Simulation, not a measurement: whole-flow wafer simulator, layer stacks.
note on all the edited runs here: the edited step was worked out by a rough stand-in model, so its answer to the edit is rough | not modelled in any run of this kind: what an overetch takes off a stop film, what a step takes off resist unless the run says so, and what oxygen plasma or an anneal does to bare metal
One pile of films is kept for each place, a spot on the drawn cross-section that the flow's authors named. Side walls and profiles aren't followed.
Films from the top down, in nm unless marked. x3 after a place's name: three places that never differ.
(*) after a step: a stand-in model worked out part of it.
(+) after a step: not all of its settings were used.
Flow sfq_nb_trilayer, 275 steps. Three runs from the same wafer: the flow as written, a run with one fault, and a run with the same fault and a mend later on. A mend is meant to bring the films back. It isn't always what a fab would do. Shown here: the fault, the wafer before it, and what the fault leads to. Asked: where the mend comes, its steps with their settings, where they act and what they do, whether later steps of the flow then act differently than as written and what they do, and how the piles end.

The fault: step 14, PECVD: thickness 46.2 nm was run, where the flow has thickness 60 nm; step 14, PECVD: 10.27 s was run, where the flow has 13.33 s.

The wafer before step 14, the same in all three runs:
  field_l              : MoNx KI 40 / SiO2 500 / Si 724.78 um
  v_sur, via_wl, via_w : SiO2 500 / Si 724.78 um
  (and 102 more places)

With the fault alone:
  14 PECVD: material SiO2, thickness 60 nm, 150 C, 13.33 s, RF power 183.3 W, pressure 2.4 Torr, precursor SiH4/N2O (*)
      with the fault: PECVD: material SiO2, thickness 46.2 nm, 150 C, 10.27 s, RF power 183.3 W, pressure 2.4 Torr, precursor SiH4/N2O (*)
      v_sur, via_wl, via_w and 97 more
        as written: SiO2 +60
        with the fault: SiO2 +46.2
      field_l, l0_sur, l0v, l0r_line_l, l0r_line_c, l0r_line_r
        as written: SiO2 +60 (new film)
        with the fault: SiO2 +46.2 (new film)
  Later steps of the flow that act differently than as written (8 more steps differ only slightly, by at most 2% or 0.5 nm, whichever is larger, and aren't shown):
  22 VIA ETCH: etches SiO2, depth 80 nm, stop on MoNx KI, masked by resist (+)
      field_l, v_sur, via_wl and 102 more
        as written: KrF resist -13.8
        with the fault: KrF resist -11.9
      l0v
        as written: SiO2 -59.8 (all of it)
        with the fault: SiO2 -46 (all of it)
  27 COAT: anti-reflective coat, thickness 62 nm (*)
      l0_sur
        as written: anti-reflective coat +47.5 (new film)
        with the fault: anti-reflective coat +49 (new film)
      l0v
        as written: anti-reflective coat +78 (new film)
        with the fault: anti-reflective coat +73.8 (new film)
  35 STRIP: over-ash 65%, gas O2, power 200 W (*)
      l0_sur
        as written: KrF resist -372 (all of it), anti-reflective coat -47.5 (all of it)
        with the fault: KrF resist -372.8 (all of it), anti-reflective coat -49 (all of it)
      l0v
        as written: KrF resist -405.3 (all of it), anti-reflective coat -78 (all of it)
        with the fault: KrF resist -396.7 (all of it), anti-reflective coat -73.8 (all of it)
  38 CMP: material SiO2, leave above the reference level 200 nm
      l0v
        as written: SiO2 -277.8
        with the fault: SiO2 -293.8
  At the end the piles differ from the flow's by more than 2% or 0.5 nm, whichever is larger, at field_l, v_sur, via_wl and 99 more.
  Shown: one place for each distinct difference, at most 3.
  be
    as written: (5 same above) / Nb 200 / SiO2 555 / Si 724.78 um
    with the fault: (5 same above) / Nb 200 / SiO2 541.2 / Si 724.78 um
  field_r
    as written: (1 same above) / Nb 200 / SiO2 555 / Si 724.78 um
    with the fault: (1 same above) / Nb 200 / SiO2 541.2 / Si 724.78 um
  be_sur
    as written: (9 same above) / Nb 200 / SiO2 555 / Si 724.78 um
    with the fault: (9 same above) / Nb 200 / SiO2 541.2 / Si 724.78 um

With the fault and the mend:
  The mend comes after step 14.
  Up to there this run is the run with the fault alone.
  14a PECVD: material SiO2, thickness 13.8 nm, 150 C, 3.067 s, RF power 183.3 W, pressure 2.4 Torr, precursor SiH4/N2O (the flow's step 14 once more, with other settings)
      field_l, v_sur, via_wl and 103 more
        SiO2 +13.8
  No later step of the flow acts differently than as written, at any place that is followed, by more than 2% or 0.5 nm, whichever is larger.
  At the end the piles are the same as the flow's at every place that both follow.
